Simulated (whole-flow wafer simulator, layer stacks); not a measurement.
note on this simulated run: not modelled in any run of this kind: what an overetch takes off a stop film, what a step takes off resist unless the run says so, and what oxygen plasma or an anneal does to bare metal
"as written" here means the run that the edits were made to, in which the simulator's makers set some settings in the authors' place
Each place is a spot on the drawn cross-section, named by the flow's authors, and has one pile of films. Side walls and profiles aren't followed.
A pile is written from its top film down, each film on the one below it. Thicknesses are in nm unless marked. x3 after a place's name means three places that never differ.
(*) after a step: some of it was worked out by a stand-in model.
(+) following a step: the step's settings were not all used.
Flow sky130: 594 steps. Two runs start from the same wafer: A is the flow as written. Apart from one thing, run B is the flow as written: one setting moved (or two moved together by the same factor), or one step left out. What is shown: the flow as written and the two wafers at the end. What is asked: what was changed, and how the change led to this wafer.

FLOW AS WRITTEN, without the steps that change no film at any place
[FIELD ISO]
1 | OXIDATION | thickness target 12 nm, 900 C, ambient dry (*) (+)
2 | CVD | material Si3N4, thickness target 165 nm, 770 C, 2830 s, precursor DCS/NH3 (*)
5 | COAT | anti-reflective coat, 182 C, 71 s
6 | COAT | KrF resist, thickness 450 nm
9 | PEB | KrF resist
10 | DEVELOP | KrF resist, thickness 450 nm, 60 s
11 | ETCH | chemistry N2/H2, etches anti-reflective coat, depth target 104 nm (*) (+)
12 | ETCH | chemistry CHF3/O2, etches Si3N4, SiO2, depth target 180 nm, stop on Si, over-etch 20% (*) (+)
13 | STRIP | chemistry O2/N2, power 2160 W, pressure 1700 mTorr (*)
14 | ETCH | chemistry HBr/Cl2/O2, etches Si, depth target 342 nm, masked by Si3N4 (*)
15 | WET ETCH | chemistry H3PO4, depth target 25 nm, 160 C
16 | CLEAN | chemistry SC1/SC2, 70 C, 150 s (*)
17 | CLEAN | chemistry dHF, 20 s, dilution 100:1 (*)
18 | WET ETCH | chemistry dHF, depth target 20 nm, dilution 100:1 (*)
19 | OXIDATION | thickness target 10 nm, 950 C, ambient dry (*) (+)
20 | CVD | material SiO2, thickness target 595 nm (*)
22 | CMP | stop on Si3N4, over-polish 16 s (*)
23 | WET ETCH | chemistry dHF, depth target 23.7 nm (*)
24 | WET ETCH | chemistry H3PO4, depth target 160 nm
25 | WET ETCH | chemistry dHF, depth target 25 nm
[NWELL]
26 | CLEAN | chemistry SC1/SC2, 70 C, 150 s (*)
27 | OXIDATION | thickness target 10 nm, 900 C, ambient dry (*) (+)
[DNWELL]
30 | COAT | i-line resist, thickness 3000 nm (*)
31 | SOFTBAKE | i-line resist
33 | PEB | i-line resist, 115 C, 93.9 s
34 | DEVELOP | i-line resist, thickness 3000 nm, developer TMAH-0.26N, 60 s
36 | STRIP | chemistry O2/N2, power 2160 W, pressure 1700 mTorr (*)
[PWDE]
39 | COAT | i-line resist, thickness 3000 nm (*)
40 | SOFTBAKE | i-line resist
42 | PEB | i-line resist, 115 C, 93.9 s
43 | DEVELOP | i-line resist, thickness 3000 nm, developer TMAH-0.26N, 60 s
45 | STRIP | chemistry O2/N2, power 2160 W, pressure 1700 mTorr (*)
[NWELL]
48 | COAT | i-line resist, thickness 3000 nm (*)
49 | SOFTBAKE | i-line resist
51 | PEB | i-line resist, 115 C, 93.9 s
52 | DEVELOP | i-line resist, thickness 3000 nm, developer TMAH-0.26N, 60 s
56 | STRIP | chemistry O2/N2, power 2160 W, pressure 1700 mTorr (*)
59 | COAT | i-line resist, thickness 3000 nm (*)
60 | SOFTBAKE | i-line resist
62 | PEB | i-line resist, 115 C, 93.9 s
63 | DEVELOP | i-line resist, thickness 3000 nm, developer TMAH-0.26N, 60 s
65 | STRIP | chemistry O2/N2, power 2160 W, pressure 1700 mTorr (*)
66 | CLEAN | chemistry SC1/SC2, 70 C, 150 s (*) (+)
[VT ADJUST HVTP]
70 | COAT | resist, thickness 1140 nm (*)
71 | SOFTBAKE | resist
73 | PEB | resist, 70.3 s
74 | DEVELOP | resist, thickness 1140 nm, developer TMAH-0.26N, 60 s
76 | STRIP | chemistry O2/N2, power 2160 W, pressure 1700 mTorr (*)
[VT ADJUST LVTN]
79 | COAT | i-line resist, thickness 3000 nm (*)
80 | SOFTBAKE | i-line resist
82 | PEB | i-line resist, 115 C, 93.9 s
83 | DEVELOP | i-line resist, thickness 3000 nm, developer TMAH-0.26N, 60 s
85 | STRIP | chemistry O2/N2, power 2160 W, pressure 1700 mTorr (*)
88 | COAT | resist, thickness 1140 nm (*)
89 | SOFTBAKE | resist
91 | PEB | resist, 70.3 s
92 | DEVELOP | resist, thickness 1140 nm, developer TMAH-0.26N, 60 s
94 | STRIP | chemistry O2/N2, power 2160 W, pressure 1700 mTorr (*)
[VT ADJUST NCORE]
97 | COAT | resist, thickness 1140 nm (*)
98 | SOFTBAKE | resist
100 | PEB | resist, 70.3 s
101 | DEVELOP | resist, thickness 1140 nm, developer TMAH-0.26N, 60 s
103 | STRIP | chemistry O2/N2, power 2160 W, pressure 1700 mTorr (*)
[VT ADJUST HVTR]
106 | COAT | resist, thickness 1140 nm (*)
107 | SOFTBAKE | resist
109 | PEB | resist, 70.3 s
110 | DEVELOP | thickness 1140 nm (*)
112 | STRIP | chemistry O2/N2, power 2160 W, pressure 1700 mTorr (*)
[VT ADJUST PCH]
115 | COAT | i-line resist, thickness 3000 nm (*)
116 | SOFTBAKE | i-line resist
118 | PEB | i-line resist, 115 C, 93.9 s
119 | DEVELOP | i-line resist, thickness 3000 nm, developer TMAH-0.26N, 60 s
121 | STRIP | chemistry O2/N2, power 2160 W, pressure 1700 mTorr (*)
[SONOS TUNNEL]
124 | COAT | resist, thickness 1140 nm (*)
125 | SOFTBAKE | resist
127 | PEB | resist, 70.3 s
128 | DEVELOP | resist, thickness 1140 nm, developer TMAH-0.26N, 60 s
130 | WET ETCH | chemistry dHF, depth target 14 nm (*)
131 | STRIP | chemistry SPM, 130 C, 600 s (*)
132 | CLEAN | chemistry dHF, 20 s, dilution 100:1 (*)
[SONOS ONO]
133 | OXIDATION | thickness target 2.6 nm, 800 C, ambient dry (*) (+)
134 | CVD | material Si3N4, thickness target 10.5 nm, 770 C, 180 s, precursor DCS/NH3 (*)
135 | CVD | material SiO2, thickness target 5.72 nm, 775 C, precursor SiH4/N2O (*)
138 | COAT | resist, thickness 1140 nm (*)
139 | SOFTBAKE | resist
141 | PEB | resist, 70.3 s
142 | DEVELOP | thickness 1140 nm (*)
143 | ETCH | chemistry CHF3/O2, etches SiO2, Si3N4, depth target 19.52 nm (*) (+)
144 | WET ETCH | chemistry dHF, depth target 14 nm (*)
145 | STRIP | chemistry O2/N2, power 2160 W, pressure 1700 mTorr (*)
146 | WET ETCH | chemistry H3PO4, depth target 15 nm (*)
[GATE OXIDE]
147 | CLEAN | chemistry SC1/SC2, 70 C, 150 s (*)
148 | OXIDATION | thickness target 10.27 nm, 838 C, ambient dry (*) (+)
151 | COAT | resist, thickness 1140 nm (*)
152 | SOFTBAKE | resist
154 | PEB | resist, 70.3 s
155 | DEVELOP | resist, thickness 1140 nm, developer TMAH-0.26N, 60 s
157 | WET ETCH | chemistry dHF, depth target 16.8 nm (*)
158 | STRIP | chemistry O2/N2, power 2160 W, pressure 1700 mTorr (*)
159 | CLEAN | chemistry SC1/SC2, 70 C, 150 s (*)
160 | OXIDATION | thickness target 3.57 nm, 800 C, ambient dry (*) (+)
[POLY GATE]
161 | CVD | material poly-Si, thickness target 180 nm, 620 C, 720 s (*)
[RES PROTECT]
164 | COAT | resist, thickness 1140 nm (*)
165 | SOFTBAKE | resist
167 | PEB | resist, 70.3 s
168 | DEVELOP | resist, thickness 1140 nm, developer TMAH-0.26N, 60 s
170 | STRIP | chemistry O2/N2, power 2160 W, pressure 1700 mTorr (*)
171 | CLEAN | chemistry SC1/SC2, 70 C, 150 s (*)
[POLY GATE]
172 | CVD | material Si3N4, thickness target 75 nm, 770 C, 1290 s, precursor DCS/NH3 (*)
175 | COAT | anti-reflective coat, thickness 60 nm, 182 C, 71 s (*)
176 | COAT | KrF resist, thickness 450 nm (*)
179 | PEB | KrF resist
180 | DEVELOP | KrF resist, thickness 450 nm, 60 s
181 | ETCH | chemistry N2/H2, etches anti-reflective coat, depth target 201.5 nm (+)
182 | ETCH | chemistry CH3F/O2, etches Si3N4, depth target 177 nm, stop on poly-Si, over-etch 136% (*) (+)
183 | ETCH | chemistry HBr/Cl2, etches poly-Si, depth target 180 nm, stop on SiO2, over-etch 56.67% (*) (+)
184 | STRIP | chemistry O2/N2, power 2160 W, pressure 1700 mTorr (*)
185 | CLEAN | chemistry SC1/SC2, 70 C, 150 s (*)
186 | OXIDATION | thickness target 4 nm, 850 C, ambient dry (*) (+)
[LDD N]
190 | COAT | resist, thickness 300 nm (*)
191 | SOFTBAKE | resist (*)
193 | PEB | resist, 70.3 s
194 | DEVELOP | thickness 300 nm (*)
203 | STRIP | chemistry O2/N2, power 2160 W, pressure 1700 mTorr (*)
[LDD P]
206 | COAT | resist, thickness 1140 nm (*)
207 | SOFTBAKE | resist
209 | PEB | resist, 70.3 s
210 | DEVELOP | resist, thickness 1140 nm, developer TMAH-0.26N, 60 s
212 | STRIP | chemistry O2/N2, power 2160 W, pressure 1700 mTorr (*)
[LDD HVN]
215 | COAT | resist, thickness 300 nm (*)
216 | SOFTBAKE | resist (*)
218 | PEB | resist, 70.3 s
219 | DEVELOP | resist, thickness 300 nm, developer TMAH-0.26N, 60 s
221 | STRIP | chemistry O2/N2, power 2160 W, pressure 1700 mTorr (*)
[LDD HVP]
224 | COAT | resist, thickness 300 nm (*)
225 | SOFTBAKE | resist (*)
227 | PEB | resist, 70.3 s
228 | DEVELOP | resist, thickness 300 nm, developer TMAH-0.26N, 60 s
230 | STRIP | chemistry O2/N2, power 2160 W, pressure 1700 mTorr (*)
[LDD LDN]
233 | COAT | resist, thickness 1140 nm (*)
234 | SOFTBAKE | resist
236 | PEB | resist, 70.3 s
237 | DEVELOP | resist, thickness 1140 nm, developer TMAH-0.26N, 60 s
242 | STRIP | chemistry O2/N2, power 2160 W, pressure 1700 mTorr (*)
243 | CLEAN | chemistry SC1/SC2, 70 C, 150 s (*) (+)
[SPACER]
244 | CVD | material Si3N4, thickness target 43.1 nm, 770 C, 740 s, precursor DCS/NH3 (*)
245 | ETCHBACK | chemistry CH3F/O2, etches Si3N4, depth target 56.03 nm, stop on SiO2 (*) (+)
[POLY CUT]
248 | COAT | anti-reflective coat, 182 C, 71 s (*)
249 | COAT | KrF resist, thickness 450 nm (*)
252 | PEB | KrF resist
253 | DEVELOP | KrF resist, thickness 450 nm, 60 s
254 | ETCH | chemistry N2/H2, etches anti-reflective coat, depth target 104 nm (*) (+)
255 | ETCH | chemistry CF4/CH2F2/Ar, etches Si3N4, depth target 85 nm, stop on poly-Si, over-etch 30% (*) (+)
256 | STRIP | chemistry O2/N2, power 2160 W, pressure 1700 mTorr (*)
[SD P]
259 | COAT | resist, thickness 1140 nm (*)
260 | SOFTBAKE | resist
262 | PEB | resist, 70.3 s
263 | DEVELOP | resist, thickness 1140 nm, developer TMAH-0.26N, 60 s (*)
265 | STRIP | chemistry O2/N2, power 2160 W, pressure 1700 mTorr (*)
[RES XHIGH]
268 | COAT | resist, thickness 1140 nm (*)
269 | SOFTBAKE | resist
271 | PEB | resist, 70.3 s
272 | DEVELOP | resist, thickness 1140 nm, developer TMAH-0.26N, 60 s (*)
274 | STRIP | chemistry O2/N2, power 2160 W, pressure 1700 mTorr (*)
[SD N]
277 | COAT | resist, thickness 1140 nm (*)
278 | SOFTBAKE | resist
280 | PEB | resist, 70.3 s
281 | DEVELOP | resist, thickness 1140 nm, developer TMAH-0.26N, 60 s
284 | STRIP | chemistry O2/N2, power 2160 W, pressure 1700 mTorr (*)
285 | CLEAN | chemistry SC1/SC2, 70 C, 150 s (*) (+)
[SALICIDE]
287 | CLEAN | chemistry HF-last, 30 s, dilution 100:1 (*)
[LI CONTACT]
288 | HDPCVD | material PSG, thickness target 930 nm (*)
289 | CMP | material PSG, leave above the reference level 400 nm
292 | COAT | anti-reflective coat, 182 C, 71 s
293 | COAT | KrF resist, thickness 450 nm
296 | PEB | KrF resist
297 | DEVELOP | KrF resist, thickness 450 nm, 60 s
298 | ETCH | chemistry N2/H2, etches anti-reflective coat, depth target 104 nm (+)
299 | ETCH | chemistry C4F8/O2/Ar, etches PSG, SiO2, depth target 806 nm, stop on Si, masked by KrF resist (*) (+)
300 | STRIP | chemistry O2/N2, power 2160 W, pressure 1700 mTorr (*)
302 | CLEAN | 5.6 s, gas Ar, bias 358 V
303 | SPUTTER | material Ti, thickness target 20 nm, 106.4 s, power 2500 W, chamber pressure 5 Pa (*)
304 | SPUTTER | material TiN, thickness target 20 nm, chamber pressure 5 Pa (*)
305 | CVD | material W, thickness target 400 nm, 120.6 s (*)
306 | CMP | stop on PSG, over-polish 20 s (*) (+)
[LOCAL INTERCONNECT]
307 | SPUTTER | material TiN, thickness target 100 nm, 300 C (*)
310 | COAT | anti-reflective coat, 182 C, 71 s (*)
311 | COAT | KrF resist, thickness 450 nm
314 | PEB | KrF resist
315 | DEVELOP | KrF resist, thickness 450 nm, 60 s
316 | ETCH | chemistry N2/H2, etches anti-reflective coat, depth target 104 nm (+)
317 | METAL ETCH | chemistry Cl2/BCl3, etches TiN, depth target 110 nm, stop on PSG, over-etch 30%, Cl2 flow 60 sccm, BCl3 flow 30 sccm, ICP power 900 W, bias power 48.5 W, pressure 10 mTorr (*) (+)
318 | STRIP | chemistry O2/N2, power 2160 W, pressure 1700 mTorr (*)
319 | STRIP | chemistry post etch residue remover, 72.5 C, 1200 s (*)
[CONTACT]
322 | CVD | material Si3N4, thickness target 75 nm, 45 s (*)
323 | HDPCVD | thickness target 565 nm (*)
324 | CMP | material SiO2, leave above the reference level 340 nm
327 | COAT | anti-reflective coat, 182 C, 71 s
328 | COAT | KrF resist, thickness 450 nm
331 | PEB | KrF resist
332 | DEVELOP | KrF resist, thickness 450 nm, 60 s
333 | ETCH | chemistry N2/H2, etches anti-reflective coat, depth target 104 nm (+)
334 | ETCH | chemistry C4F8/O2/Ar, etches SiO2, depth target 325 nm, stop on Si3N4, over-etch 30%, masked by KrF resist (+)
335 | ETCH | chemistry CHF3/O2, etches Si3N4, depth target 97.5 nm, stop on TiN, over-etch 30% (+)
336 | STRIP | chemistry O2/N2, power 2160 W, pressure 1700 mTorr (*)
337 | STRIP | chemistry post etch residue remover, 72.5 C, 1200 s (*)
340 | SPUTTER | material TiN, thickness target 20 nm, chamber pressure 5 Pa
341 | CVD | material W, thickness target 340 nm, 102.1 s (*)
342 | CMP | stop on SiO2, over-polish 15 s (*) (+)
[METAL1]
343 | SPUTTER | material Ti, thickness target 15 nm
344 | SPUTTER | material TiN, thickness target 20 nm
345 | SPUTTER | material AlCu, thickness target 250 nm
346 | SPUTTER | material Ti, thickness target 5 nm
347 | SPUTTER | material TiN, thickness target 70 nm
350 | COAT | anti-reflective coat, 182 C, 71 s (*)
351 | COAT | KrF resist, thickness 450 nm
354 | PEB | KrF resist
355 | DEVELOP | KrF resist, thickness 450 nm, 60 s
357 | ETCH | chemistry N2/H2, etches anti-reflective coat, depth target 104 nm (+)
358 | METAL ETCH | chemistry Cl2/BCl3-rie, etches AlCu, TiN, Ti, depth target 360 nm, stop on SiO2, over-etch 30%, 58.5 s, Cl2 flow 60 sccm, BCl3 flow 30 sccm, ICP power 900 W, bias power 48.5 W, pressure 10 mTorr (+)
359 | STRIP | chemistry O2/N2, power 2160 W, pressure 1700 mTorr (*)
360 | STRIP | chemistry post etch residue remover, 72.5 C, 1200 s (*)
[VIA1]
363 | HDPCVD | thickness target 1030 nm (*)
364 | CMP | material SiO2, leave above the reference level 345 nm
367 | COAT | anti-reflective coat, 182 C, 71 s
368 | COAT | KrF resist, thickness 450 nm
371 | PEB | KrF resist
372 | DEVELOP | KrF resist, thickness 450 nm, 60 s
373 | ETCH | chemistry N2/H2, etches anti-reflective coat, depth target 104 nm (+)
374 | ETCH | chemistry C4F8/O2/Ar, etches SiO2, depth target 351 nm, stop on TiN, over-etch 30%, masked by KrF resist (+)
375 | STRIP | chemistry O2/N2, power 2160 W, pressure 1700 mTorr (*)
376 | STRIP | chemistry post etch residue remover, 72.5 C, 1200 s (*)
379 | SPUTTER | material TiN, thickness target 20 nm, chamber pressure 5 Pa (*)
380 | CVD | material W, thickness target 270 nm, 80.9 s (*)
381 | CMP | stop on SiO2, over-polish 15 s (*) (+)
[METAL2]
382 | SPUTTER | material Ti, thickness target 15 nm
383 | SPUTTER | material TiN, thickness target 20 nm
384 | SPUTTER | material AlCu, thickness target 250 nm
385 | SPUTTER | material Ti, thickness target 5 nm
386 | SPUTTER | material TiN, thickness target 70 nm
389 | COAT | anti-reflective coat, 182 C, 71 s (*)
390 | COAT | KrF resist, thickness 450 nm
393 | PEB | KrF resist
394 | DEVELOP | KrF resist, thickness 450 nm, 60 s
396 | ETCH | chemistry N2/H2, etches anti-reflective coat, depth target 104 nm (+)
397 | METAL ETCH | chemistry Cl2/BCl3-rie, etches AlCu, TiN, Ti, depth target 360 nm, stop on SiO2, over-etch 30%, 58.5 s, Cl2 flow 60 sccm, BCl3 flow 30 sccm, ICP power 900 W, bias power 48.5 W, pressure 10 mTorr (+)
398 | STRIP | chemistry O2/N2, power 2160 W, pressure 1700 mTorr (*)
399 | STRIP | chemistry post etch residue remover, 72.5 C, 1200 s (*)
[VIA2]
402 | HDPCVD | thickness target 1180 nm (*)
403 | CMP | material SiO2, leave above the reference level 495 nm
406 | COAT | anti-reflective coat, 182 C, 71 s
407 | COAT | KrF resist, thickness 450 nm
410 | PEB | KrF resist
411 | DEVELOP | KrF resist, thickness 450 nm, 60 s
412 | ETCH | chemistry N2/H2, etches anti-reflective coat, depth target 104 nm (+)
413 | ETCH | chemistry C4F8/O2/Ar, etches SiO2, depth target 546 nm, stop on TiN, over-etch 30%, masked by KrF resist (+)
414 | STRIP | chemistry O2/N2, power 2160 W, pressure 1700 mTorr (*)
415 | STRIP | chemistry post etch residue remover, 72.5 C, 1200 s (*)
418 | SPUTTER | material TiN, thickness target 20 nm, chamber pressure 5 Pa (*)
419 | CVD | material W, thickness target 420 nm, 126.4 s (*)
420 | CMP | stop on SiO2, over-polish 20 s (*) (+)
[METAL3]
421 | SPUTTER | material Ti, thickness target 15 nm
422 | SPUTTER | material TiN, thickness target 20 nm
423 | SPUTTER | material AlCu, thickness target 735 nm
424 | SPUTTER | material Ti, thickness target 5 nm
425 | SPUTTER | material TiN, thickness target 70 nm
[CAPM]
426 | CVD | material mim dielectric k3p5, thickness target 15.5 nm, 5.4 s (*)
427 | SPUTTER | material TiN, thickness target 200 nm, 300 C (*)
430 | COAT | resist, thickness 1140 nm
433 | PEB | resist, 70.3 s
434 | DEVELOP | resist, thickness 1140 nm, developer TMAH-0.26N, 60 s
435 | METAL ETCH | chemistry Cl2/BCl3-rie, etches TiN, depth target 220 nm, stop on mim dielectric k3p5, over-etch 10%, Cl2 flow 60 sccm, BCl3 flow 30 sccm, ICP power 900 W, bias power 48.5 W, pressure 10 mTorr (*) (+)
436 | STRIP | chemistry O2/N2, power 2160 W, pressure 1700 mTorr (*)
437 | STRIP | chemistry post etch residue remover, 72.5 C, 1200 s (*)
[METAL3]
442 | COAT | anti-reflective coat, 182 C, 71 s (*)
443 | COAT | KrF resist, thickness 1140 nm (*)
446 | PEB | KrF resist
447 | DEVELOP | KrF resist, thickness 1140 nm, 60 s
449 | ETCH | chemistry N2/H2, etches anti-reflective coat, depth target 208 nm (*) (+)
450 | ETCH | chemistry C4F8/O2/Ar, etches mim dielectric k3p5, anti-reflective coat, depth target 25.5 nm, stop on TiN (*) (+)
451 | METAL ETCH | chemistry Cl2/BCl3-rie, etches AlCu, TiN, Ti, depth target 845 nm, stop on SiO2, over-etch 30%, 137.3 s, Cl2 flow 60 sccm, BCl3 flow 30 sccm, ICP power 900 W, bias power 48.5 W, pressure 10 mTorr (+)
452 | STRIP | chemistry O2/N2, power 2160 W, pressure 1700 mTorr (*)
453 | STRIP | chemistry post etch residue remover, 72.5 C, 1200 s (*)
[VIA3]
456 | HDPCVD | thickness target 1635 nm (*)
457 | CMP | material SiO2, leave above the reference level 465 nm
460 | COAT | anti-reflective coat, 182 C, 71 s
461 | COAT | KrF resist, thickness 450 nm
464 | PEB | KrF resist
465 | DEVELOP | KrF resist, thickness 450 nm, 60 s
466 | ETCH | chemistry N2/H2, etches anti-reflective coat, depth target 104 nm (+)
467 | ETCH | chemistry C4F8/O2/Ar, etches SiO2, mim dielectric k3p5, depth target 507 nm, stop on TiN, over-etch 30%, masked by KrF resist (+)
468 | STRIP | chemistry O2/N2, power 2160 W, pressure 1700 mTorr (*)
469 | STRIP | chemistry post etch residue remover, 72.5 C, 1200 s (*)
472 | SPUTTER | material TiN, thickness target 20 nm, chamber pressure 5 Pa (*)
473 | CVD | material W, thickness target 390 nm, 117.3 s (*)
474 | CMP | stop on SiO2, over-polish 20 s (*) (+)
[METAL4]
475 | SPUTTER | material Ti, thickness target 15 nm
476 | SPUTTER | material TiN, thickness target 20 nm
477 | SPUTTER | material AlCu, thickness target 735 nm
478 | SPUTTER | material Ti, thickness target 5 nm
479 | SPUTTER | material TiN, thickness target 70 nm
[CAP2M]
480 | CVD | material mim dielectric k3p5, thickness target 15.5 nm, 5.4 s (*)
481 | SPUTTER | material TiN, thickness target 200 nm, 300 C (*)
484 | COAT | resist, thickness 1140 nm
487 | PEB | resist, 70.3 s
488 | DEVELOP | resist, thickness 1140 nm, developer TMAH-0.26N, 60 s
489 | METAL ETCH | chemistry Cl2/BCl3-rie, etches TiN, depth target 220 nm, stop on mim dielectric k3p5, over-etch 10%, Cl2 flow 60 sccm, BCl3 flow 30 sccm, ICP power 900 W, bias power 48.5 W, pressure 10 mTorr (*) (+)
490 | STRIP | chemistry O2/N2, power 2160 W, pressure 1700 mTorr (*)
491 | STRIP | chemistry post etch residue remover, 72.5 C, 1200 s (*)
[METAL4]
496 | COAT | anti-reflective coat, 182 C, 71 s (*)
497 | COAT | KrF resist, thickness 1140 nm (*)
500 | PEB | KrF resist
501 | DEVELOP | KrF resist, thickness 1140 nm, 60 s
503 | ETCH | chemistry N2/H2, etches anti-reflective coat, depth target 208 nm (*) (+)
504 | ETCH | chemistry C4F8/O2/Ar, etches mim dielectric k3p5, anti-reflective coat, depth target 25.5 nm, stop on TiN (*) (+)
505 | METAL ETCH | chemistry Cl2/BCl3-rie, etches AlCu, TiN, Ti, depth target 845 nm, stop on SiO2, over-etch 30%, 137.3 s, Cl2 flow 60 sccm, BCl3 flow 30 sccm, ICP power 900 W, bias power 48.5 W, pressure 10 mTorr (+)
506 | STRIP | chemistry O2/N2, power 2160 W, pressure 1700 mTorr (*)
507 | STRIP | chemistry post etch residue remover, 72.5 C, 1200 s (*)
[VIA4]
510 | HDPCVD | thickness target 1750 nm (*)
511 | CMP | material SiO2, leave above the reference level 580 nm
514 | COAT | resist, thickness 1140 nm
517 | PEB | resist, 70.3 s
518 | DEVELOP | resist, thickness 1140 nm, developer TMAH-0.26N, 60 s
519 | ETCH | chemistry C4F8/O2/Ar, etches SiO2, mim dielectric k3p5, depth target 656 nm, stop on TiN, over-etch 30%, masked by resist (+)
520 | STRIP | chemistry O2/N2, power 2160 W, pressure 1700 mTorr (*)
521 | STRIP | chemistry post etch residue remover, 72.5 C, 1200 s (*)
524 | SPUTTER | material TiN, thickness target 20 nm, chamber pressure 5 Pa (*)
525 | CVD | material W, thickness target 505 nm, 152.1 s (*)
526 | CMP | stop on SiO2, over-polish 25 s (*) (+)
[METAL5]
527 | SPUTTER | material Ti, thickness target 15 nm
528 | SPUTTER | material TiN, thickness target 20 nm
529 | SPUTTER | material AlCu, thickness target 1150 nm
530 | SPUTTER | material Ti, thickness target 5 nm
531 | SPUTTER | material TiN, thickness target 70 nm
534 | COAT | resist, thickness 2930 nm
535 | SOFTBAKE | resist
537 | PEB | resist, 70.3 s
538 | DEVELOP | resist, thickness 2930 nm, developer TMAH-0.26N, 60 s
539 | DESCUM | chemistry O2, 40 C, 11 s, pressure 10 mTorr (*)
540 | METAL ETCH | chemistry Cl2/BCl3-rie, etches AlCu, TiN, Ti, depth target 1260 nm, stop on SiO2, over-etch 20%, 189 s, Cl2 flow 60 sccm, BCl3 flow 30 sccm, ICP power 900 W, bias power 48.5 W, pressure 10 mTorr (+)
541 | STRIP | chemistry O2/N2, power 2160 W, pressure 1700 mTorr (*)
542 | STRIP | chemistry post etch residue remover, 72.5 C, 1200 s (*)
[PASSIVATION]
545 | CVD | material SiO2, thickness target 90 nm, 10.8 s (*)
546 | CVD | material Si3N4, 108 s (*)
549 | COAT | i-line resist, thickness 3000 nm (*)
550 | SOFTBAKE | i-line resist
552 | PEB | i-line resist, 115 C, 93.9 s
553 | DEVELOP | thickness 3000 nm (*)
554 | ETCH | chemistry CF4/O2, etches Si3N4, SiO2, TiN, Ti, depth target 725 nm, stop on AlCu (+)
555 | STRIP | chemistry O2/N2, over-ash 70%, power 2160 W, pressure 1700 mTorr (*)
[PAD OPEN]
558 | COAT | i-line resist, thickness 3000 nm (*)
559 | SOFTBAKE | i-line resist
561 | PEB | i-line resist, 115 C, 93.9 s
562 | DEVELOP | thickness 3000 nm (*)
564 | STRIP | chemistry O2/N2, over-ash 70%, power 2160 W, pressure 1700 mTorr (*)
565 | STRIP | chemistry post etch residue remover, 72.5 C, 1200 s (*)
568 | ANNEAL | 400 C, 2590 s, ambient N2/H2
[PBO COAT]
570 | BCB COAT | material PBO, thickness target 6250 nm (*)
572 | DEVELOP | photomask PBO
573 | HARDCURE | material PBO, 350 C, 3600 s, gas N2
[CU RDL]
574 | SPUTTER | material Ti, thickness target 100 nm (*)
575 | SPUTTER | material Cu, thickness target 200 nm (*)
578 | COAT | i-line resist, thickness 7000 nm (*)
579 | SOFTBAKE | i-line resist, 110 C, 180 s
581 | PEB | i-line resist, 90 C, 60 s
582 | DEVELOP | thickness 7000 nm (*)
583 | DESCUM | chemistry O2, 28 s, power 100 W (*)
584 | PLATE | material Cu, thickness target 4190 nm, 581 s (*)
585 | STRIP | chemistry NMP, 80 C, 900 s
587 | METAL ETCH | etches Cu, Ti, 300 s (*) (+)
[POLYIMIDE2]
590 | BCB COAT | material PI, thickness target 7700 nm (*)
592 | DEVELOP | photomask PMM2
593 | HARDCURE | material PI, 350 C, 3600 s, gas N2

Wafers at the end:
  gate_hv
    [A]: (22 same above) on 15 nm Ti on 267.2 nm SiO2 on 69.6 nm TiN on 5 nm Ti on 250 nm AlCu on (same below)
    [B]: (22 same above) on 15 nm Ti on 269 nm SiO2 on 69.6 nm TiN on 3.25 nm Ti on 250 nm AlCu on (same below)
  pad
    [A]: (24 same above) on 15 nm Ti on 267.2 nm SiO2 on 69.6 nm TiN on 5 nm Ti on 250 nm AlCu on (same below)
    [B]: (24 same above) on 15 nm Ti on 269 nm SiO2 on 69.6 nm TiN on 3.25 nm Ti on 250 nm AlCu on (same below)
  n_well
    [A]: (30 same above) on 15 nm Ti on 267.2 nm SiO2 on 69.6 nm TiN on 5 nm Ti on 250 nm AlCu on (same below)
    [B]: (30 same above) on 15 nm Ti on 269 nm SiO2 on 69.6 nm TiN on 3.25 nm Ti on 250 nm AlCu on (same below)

The reason: step 346, SPUTTER: thickness target 3.25 nm was run, while the flow as written has thickness target 5 nm.
One can read it off the wafer: gate_hv has Ti 3.25, and step 346 as written asks for 5 nm.

How this came from the change, step by step:
  346 | SPUTTER | material Ti, thickness target 5 nm
      field, active, n_well and 188 more: A +5 Ti (new film) | B +3.25 Ti (new film)
  358 | METAL ETCH | chemistry Cl2/BCl3-rie, etches AlCu, TiN, Ti, depth target 360 nm, stop on SiO2, over-etch 30%, 58.5 s, Cl2 flow 60 sccm, BCl3 flow 30 sccm, ICP power 900 W, bias power 48.5 W, pressure 10 mTorr (+)
      field, active, gate and 81 more: A -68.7 TiN (all of it), -5 Ti (all of it), -250 AlCu (all of it), -20 TiN (all of it), -15 Ti (all of it), -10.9 SiO2 | B -68.7 TiN (all of it), -3.25 Ti (all of it), -250 AlCu (all of it), -20 TiN (all of it), -15 Ti (all of it), -11.1 SiO2
